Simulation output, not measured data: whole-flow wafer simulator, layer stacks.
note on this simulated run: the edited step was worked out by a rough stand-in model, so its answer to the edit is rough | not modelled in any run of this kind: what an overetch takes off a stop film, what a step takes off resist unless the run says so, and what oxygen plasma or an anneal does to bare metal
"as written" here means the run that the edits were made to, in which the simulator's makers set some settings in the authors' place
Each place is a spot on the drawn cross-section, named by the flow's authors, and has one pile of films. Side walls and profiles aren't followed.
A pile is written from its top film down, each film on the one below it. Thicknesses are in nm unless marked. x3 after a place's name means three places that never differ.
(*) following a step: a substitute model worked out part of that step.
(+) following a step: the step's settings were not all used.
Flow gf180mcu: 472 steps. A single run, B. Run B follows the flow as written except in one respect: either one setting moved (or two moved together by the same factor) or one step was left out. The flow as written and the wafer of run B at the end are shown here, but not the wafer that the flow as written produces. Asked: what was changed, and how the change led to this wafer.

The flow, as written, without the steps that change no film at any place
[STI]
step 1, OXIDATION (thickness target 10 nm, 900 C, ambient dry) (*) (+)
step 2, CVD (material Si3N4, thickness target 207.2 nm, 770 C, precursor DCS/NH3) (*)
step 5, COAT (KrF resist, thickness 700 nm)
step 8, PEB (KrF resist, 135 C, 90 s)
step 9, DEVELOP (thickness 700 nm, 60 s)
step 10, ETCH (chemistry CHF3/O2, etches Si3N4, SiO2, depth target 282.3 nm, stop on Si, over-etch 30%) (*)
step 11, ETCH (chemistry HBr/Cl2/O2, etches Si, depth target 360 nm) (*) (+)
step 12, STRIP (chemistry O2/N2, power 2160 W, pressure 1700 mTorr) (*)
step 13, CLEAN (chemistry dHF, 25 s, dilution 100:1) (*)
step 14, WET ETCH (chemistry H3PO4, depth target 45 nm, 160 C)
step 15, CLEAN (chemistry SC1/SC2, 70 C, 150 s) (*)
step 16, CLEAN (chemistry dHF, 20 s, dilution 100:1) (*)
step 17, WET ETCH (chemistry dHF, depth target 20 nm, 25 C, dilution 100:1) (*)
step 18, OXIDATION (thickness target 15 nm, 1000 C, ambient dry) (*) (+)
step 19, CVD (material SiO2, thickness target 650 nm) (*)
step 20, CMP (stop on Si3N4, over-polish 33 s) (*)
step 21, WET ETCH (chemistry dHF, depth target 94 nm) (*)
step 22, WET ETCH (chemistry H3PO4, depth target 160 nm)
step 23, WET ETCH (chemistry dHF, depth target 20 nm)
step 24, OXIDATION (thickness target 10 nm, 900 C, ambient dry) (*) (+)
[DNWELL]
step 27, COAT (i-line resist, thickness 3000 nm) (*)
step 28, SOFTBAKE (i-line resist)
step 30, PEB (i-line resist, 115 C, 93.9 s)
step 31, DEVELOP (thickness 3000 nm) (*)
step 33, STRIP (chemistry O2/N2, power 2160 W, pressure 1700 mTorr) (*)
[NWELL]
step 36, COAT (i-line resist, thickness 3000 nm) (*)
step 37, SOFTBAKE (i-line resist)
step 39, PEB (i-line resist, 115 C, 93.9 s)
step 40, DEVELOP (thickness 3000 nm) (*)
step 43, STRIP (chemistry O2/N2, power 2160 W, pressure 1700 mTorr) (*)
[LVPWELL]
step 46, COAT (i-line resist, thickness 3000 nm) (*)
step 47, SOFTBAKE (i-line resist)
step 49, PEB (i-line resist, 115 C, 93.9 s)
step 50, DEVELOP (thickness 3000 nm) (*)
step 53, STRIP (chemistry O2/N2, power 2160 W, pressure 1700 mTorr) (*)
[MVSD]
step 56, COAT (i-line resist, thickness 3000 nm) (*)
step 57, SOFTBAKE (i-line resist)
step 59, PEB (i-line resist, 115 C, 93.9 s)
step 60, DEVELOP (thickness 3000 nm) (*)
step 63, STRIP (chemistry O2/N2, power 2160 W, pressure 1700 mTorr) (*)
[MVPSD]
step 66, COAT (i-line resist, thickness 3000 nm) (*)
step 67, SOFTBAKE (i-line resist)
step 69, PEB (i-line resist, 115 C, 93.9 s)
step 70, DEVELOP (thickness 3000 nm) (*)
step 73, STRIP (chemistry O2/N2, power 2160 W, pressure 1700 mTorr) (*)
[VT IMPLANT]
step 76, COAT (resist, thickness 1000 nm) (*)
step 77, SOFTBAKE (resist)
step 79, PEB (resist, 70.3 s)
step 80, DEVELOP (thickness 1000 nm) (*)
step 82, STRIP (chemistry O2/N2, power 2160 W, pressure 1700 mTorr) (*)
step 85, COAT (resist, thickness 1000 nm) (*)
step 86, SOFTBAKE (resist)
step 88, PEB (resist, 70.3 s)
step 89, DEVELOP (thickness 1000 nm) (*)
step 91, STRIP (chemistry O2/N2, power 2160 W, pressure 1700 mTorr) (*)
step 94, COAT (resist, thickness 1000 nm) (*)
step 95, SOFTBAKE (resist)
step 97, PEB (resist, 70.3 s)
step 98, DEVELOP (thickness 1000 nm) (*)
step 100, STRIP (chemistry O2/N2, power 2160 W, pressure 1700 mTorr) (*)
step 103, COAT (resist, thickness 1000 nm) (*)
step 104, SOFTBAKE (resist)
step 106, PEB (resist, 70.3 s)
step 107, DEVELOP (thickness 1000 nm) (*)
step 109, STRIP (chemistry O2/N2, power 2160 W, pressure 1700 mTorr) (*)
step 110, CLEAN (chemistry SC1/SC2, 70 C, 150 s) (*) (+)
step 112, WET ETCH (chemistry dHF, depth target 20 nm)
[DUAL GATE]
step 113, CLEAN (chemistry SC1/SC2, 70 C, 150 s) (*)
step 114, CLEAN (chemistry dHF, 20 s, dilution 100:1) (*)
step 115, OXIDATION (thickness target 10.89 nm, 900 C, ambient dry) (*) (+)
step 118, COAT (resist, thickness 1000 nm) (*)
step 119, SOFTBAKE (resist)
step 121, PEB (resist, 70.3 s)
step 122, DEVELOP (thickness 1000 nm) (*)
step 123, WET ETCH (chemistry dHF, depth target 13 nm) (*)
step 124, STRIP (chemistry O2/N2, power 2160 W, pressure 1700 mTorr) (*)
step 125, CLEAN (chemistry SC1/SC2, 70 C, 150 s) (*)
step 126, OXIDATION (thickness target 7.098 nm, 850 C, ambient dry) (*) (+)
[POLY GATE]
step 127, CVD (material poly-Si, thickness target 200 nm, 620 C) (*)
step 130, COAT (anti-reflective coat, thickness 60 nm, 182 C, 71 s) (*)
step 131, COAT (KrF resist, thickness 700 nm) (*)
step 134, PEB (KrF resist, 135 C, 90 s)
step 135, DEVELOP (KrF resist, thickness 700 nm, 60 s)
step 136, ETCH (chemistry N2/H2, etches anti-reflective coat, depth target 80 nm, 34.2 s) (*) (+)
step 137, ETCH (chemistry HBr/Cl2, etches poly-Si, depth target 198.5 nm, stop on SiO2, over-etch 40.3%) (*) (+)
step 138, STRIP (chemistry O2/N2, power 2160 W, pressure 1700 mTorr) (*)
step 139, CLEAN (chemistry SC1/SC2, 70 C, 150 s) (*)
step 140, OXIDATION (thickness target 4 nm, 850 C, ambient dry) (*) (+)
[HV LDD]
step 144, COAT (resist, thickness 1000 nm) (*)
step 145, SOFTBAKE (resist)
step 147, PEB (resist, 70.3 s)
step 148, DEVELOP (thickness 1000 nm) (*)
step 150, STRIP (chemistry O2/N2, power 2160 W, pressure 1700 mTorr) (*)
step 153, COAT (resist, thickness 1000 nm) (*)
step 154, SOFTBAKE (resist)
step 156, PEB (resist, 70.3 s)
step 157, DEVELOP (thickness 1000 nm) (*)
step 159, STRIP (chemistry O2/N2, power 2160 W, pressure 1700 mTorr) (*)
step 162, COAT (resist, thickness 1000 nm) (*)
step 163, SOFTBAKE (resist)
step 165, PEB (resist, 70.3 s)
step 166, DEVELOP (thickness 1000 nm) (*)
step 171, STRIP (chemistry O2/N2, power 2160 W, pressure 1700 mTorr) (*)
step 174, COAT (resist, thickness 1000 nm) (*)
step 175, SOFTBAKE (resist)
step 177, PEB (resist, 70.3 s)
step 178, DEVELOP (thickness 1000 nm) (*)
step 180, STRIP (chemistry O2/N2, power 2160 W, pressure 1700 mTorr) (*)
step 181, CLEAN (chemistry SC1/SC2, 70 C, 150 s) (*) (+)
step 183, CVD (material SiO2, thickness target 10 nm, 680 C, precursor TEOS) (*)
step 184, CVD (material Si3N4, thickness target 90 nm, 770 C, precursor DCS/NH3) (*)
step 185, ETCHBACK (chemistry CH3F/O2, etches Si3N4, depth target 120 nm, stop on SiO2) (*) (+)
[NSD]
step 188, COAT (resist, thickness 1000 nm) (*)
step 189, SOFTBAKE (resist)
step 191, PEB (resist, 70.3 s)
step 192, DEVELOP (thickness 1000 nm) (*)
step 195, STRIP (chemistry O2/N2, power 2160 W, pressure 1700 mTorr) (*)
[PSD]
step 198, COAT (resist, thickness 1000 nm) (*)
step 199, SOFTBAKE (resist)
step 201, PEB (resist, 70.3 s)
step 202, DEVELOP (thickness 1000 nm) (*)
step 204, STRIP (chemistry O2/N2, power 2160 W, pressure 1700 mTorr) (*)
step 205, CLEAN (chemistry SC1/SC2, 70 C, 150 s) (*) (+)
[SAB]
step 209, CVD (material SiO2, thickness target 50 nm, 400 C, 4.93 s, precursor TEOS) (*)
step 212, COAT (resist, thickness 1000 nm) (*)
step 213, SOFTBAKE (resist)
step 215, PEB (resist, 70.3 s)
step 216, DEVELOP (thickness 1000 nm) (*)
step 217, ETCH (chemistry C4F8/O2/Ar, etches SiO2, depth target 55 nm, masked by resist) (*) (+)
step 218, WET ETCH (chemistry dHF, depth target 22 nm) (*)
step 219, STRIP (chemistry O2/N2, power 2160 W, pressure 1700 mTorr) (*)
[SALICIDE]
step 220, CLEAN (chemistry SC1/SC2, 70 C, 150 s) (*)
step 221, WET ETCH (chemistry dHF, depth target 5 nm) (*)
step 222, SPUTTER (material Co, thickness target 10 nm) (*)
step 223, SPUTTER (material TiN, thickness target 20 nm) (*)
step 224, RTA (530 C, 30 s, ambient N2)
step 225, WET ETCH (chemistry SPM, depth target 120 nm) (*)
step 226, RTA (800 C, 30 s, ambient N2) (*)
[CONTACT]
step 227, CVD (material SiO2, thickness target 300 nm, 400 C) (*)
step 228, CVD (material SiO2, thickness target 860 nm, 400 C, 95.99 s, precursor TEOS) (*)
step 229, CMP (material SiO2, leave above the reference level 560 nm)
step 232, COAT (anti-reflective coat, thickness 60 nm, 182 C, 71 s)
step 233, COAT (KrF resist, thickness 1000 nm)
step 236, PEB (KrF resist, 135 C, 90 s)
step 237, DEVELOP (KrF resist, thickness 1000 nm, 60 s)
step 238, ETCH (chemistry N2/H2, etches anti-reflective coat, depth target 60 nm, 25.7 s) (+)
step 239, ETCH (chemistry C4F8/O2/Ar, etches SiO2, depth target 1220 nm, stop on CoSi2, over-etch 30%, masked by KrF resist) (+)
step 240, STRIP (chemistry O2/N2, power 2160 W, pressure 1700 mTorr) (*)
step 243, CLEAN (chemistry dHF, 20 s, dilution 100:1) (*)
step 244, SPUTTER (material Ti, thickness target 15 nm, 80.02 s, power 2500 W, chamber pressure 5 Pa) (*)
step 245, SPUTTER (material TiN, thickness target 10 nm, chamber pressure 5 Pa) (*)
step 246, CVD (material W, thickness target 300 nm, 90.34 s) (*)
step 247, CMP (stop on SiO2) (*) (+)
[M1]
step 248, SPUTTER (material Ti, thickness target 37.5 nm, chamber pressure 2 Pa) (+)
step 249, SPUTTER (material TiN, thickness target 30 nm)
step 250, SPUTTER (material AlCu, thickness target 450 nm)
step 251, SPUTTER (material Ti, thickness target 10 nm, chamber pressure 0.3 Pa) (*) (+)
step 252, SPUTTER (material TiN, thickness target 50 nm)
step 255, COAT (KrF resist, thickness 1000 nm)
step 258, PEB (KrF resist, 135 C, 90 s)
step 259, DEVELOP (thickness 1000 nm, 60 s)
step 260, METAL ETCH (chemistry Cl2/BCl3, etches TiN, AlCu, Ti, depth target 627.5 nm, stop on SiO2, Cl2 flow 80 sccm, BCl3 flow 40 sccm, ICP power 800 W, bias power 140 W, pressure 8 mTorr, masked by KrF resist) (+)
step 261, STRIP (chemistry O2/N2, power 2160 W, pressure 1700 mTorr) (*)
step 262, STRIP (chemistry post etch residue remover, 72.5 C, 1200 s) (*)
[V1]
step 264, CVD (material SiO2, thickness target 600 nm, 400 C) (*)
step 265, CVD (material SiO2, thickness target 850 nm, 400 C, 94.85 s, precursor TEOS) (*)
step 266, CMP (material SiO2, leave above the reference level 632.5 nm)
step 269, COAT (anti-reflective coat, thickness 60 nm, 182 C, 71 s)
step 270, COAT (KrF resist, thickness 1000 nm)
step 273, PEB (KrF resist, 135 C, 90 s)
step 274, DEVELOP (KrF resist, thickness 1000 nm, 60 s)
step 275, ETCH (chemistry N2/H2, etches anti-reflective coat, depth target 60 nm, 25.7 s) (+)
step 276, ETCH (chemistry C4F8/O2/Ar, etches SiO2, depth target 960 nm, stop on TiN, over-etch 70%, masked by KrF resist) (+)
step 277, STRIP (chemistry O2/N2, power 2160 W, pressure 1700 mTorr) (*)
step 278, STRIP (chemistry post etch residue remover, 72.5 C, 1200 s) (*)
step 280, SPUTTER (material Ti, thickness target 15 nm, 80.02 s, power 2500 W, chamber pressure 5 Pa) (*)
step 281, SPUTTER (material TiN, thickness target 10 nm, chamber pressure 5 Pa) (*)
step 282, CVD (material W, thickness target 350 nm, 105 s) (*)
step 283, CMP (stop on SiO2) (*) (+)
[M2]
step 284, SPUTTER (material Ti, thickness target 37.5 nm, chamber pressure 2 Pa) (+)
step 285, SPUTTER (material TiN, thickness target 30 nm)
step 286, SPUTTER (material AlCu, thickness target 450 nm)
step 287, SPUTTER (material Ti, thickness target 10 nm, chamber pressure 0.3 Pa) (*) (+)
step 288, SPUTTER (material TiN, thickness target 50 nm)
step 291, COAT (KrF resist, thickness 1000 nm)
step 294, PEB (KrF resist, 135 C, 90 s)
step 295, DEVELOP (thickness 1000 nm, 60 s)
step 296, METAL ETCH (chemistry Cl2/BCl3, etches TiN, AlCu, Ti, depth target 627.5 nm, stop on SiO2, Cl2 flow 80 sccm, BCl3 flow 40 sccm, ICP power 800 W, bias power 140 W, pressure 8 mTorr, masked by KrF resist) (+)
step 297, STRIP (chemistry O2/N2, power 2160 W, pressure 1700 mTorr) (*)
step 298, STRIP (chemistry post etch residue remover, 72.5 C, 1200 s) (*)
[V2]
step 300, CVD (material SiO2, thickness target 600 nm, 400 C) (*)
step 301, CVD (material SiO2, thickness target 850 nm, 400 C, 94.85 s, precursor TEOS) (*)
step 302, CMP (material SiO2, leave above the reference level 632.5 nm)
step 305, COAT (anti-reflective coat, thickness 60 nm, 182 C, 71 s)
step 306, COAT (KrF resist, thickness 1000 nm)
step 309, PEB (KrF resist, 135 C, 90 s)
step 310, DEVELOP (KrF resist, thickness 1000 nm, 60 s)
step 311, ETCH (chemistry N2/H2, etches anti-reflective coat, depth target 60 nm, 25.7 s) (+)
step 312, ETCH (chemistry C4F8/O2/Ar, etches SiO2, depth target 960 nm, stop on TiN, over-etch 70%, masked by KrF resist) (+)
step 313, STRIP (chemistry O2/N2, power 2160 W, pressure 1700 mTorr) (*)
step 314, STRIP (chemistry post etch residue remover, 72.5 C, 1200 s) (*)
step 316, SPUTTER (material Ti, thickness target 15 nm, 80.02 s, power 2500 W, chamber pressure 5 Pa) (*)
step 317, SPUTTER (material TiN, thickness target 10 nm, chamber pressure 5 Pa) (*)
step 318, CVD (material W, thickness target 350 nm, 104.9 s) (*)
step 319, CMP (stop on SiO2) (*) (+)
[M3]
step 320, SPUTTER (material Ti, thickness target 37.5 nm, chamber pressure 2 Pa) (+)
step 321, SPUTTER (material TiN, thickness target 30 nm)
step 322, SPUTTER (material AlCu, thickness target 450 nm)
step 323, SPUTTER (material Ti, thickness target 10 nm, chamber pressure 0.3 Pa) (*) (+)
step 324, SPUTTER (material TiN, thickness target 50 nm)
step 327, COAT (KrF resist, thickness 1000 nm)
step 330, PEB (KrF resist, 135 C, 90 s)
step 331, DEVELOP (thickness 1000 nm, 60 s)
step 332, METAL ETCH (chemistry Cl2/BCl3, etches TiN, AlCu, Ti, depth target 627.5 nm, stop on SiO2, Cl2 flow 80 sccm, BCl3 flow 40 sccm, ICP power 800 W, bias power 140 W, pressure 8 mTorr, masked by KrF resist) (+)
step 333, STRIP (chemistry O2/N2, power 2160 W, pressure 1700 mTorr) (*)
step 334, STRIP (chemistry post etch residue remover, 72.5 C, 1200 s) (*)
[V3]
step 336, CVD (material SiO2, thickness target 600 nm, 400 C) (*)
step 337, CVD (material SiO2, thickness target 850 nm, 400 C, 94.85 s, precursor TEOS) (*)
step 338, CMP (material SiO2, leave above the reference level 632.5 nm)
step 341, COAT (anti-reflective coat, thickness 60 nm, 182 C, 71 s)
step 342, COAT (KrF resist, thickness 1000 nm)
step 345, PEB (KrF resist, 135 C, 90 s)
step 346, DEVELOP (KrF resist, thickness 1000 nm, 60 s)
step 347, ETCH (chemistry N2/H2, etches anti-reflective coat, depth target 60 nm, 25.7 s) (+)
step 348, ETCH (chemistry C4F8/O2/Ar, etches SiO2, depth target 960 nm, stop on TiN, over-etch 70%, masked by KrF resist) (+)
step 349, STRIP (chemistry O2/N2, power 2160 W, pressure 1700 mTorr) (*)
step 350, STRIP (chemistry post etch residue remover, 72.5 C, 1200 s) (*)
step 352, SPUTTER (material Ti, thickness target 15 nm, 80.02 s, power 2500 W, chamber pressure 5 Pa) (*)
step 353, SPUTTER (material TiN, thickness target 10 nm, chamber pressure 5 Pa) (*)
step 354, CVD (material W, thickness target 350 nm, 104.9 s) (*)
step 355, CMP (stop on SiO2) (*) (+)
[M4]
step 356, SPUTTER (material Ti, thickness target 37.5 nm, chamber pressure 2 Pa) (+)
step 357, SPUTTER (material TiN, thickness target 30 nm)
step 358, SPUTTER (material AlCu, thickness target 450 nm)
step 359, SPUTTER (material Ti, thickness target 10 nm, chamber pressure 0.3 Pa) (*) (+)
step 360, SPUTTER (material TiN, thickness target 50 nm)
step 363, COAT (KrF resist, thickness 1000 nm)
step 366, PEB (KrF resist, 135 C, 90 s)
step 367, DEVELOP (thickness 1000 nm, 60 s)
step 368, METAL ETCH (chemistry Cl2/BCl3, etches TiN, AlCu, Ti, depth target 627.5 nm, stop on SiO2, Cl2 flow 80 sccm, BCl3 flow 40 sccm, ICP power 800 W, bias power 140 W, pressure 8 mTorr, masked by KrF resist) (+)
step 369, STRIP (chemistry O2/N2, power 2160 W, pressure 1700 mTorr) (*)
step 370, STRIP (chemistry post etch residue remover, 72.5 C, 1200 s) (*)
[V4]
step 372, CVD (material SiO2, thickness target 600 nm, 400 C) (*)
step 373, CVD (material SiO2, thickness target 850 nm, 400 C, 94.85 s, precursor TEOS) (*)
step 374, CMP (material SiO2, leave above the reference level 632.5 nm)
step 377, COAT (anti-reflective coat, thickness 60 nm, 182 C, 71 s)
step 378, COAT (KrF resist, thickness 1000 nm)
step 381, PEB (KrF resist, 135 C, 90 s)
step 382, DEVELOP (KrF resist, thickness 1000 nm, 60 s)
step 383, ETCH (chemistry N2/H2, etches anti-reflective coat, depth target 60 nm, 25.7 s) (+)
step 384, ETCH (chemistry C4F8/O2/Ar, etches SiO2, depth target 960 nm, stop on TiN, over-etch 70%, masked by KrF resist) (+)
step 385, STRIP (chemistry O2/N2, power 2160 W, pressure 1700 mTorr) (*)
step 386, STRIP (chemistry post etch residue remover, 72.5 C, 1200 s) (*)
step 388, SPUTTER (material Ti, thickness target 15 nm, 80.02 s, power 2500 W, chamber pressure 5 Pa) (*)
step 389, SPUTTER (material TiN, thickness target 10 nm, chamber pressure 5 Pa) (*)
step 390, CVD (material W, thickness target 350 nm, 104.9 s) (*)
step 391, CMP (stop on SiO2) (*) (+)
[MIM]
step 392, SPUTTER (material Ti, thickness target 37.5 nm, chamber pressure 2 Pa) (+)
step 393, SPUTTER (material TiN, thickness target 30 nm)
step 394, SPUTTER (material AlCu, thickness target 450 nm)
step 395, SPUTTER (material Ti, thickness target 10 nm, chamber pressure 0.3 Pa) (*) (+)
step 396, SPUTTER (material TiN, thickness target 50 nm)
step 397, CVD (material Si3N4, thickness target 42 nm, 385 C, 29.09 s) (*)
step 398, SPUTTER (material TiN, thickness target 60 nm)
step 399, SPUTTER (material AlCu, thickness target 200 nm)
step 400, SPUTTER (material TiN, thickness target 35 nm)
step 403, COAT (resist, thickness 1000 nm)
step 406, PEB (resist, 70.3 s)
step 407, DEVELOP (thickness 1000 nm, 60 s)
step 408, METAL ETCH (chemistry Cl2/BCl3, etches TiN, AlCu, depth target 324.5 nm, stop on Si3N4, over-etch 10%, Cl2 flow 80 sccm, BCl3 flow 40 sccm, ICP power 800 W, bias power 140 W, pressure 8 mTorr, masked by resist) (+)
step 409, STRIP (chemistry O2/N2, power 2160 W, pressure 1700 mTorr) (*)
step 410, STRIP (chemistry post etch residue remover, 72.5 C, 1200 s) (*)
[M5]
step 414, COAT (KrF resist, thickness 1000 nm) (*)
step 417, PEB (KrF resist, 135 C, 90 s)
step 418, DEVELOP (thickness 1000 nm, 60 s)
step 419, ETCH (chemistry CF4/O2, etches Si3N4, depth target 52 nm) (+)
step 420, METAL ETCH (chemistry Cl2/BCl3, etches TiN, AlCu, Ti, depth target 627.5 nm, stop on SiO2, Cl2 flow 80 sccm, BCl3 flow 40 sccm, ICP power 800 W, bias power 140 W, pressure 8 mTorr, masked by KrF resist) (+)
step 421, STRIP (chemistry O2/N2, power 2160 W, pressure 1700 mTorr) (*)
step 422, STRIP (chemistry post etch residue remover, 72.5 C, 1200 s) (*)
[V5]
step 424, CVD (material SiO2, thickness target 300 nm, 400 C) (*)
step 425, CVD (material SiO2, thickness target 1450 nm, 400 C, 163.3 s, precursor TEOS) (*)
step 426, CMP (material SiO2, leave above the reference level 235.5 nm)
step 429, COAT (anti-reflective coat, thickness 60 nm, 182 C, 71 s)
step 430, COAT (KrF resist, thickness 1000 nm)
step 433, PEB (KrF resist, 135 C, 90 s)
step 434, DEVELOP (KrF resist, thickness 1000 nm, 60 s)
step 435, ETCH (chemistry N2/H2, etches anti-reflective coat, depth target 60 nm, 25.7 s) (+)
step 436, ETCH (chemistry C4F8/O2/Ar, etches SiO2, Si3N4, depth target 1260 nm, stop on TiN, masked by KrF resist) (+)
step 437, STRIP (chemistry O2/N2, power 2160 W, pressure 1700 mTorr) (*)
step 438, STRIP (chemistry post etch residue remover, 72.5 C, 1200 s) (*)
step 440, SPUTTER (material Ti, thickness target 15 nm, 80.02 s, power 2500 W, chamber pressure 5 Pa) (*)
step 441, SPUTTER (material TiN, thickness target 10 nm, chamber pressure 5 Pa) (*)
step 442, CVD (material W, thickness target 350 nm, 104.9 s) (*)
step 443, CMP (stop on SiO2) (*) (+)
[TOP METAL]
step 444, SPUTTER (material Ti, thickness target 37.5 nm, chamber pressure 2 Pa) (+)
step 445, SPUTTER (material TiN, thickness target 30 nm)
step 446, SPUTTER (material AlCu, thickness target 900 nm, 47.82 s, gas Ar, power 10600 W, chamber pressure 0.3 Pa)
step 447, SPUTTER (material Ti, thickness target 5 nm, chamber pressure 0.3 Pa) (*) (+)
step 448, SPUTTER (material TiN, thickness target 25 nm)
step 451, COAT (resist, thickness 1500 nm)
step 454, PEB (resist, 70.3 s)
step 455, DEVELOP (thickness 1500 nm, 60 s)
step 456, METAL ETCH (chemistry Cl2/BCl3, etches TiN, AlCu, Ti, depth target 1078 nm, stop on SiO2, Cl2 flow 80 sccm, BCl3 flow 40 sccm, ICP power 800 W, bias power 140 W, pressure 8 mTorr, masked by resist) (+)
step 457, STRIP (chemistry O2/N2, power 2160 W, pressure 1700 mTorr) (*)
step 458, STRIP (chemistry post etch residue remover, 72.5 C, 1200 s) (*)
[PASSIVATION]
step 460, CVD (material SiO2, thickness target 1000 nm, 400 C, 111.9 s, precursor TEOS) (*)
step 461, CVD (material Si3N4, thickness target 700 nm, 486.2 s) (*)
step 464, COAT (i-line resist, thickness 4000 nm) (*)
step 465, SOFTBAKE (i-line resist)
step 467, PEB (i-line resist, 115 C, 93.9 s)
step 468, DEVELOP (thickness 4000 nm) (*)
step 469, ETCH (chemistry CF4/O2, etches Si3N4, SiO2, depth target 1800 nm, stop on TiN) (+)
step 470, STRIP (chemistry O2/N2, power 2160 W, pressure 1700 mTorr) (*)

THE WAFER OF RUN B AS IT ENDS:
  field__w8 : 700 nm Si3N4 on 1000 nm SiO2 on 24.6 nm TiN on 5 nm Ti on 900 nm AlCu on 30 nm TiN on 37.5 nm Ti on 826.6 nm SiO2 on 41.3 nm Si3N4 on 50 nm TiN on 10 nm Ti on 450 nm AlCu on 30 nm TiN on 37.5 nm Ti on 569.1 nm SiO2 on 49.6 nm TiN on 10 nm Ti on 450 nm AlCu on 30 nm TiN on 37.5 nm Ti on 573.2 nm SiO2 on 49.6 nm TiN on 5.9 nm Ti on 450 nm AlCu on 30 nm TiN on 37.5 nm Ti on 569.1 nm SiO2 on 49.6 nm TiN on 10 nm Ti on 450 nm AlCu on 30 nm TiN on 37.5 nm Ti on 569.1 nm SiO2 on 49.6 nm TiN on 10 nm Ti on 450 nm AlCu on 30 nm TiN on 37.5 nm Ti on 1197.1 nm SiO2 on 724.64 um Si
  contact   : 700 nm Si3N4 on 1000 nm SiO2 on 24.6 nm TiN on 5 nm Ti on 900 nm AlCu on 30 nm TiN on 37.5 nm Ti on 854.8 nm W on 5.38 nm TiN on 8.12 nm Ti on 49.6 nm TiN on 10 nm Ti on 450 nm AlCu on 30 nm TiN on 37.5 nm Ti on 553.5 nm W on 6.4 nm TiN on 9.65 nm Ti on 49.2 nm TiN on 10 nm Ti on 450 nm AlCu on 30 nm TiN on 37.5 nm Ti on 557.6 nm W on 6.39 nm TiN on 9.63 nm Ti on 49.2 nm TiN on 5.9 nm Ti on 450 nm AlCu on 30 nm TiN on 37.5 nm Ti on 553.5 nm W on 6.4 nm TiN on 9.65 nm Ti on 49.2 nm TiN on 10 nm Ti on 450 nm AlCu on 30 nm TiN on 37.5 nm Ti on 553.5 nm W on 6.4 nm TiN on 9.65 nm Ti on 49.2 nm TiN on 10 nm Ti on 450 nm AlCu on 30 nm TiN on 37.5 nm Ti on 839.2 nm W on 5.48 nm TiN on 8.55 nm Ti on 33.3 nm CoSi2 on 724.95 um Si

What caused this: step 323, SPUTTER: thickness target 5.9 nm was run, though the flow has thickness target 10 nm.
The wafer itself shows it: field__w8 has Ti 5.9, and step 323 as written asks for 10 nm.

Step by step, how the change led to this:
  step 323, SPUTTER (material Ti, thickness target 10 nm, chamber pressure 0.3 Pa) (*) (+)
      field, field__w1, field__w2 and 108 more: Ti gains 5.9 (new film) (it would be, as written: Ti gains 10 (new film))
  step 332, METAL ETCH (chemistry Cl2/BCl3, etches TiN, AlCu, Ti, depth target 627.5 nm, stop on SiO2, Cl2 flow 80 sccm, BCl3 flow 40 sccm, ICP power 800 W, bias power 140 W, pressure 8 mTorr, masked by KrF resist) (+)
      field, field__w1, field__w2 and 103 more: TiN loses 50 (all of it), Ti loses 5.9 (all of it), AlCu loses 450 (all of it), TiN loses 30 (all of it), Ti loses 37.5 (all of it) (it would be, as written: TiN loses 50 (all of it), Ti loses 10 (all of it), AlCu loses 450 (all of it), TiN loses 30 (all of it), Ti loses 37.5 (all of it))
